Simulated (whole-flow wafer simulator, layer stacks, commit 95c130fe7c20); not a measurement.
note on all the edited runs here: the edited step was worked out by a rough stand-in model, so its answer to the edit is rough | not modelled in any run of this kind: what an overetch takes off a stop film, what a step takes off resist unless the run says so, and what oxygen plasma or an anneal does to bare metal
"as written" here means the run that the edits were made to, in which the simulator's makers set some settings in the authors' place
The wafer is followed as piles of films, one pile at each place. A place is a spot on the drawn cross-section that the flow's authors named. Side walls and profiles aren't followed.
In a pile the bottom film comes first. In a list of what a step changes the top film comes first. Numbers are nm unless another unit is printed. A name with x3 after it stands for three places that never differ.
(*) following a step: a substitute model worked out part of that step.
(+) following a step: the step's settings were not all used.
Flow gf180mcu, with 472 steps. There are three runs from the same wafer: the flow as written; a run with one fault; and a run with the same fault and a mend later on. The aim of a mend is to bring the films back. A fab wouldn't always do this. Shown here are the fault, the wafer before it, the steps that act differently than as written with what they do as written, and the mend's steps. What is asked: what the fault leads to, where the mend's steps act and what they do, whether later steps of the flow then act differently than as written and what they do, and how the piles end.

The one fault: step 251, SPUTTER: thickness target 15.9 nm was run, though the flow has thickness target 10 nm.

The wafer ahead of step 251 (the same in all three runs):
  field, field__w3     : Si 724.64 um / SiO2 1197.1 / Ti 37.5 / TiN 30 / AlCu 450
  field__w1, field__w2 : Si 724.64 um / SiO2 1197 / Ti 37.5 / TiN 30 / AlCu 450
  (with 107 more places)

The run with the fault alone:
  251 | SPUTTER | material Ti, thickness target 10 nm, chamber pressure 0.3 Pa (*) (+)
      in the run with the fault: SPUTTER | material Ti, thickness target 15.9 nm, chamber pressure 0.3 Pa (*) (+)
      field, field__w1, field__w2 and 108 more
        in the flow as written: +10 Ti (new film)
        in the run with the fault: +15.9 Ti (new film)
  Steps further on in the flow that do not act as written (5 more steps, not shown, differ only slightly: by at most 2% or 0.5 nm, whichever is larger):
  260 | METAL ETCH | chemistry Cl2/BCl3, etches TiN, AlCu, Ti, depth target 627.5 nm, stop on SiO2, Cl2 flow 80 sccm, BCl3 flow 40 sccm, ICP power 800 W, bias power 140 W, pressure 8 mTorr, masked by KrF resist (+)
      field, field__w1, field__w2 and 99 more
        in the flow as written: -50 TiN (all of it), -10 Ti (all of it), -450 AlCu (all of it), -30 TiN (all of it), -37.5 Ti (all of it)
        in the run with the fault: -50 TiN (all of it), -15.9 Ti (all of it), -450 AlCu (all of it), -30 TiN (all of it), -37.5 Ti (all of it)
  The piles end different from the flow's at field__w8, contact, m1 and 6 more by more than 2% or 0.5 nm, whichever is larger.
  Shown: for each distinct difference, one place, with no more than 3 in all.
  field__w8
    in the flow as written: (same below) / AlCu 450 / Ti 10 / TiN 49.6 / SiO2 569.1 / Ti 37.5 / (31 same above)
    in the run with the fault: (same below) / AlCu 450 / Ti 15.9 / TiN 49.6 / SiO2 563.2 / Ti 37.5 / (31 same above)
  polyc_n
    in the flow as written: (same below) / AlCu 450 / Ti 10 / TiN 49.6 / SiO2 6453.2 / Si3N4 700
    in the run with the fault: (same below) / AlCu 450 / Ti 15.9 / TiN 49.6 / SiO2 6447.3 / Si3N4 700
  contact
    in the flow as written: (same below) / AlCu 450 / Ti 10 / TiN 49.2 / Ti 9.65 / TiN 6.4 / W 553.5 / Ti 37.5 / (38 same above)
    in the run with the fault: (same below) / AlCu 450 / Ti 15.9 / TiN 49.2 / Ti 9.69 / TiN 6.43 / W 547.5 / Ti 37.5 / (38 same above)

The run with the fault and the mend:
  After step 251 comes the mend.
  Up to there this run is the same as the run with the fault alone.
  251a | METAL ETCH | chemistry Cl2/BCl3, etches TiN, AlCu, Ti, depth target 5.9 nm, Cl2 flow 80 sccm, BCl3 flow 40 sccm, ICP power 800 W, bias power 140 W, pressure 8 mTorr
      field, field__w1, field__w2 and 108 more
        -5.9 Ti
  None of the later steps of the flow acts differently than as written at any place that is followed.
  The piles end the same as the flow's at every place that both follow.
